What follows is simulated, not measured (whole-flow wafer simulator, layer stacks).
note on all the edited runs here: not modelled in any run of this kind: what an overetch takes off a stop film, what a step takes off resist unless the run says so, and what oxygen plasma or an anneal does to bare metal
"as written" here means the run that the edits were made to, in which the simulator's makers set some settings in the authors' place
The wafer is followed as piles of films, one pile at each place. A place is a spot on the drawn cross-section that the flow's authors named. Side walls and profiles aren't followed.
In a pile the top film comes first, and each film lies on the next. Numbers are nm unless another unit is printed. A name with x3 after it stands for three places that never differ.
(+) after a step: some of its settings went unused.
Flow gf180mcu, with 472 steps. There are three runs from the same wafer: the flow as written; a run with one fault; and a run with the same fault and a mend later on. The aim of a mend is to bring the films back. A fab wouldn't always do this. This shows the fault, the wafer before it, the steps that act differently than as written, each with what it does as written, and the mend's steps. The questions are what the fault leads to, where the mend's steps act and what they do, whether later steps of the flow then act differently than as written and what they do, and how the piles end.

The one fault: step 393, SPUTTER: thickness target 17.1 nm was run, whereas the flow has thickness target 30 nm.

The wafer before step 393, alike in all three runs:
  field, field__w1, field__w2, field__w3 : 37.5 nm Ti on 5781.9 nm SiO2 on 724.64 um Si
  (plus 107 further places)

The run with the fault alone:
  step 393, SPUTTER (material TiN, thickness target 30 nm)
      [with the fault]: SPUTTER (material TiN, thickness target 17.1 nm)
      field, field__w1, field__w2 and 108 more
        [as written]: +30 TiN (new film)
        [with the fault]: +17.1 TiN (new film)
  Later steps of the flow acting differently than as written (1 more step, not shown, differs only slightly: by at most 2% or 0.5 nm, whichever is larger):
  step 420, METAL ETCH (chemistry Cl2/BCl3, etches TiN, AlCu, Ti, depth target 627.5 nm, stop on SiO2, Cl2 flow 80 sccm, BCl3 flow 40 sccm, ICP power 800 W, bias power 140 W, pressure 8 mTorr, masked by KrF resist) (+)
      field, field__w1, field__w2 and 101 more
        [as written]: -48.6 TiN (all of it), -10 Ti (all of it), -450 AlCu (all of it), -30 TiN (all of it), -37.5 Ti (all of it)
        [with the fault]: -48.6 TiN (all of it), -10 Ti (all of it), -450 AlCu (all of it), -17.1 TiN (all of it), -37.5 Ti (all of it)
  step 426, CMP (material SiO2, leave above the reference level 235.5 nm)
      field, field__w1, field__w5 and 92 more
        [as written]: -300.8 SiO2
        [with the fault]: -313.7 SiO2
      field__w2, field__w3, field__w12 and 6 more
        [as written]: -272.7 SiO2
        [with the fault]: -286.2 SiO2
  At field__w4, field__w8, contact, m1, m1__w1, mim, mim_1p0, m1_nw, the piles at the end differ from the flow's by more than 2% or 0.5 nm, whichever is larger.
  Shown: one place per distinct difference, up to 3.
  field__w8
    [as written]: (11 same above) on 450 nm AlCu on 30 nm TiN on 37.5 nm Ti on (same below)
    [with the fault]: (11 same above) on 450 nm AlCu on 17.1 nm TiN on 37.5 nm Ti on (same below)
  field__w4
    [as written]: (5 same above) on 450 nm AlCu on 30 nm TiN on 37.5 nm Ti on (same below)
    [with the fault]: (5 same above) on 450 nm AlCu on 17.1 nm TiN on 37.5 nm Ti on (same below)
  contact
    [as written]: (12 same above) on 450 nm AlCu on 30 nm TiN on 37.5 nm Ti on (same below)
    [with the fault]: (12 same above) on 450 nm AlCu on 17.1 nm TiN on 37.5 nm Ti on (same below)

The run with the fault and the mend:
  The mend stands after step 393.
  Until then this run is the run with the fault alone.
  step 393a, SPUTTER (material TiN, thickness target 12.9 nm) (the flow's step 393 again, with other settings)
      field, field__w1, field__w2 and 108 more
        +12.9 TiN
  None of the later steps of the flow acts differently than as written at any place that is followed.
  The piles end the same as the flow's at every place that both follow.
